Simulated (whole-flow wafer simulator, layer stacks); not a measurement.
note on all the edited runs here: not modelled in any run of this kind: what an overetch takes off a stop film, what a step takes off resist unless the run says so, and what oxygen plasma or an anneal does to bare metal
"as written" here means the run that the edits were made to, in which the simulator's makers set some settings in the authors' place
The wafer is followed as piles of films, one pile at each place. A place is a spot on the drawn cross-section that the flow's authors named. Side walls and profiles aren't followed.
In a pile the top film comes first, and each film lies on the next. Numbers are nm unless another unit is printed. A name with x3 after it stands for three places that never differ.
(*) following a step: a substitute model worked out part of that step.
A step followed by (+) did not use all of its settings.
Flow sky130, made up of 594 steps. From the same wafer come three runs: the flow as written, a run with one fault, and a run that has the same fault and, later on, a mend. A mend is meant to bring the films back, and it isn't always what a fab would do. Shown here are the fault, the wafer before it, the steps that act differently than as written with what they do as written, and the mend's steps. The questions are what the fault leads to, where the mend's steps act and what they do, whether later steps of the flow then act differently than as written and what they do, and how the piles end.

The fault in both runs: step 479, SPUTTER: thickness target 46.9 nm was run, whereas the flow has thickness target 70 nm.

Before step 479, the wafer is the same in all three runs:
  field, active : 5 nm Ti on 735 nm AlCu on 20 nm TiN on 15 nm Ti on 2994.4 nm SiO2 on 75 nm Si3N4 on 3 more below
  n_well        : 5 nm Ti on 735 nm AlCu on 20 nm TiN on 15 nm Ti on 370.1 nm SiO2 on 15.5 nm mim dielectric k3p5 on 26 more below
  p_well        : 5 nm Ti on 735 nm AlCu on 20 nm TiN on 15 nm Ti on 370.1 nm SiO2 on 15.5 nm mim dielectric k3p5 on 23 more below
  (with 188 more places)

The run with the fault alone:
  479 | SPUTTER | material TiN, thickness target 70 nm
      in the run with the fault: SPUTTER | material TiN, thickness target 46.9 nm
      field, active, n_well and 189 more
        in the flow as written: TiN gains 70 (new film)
        in the run with the fault: TiN gains 46.9 (new film)
  Later steps of the flow acting differently than as written (not shown: 8 more steps that differ only slightly, by at most 2% or 0.5 nm, whichever is larger):
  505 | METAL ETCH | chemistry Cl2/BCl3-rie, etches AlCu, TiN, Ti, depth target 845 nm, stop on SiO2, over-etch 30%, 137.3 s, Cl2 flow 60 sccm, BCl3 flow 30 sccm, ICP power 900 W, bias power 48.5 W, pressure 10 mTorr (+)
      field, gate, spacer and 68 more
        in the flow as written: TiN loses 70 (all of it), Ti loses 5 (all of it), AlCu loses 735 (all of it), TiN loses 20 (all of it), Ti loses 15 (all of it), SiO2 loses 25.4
        in the run with the fault: TiN loses 46.9 (all of it), Ti loses 5 (all of it), AlCu loses 735 (all of it), TiN loses 20 (all of it), Ti loses 15 (all of it), SiO2 loses 27.7
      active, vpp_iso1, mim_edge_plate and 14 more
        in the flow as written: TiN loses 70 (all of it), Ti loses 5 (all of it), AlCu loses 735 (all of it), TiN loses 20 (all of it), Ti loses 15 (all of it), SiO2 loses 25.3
        in the run with the fault: TiN loses 46.9 (all of it), Ti loses 5 (all of it), AlCu loses 735 (all of it), TiN loses 20 (all of it), Ti loses 15 (all of it), SiO2 loses 27.7
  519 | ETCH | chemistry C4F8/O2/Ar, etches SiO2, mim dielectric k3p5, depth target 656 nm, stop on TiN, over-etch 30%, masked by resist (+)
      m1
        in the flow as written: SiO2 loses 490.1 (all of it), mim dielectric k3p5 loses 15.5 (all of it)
        in the run with the fault: SiO2 loses 513.2 (all of it), mim dielectric k3p5 loses 15.5 (all of it)
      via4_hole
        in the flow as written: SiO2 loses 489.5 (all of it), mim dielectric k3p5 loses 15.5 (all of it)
        in the run with the fault: SiO2 loses 512.6 (all of it), mim dielectric k3p5 loses 15.5 (all of it)
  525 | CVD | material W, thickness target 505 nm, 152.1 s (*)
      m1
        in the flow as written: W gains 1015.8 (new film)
        in the run with the fault: W gains 1039 (new film)
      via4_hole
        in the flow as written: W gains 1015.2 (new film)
        in the run with the fault: W gains 1038.4 (new film)
  By the end, the piles at n_well, p_well, gate_hv and 102 more depart from the flow's by more than 2% or 0.5 nm, whichever is larger.
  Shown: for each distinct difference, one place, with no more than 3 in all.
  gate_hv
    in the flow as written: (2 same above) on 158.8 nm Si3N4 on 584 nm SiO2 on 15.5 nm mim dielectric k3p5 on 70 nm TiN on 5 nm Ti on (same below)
    in the run with the fault: (2 same above) on 158.8 nm Si3N4 on 607.1 nm SiO2 on 15.5 nm mim dielectric k3p5 on 46.9 nm TiN on 5 nm Ti on (same below)
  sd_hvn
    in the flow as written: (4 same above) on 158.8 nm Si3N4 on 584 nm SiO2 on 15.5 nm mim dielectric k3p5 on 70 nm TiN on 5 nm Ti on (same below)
    in the run with the fault: (4 same above) on 158.8 nm Si3N4 on 607.1 nm SiO2 on 15.5 nm mim dielectric k3p5 on 46.9 nm TiN on 5 nm Ti on (same below)
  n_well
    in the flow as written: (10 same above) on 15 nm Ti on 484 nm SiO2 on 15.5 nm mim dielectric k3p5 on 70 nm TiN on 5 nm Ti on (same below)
    in the run with the fault: (10 same above) on 15 nm Ti on 507.1 nm SiO2 on 15.5 nm mim dielectric k3p5 on 46.9 nm TiN on 5 nm Ti on (same below)

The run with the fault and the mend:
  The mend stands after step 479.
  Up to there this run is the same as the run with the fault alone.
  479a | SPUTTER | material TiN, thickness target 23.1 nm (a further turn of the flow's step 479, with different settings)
      field, active, n_well and 189 more
        TiN gains 23.1
  Later steps of the flow that are run all act as written at every place that is followed.
  The piles end the same as the flow's at every place that both follow.
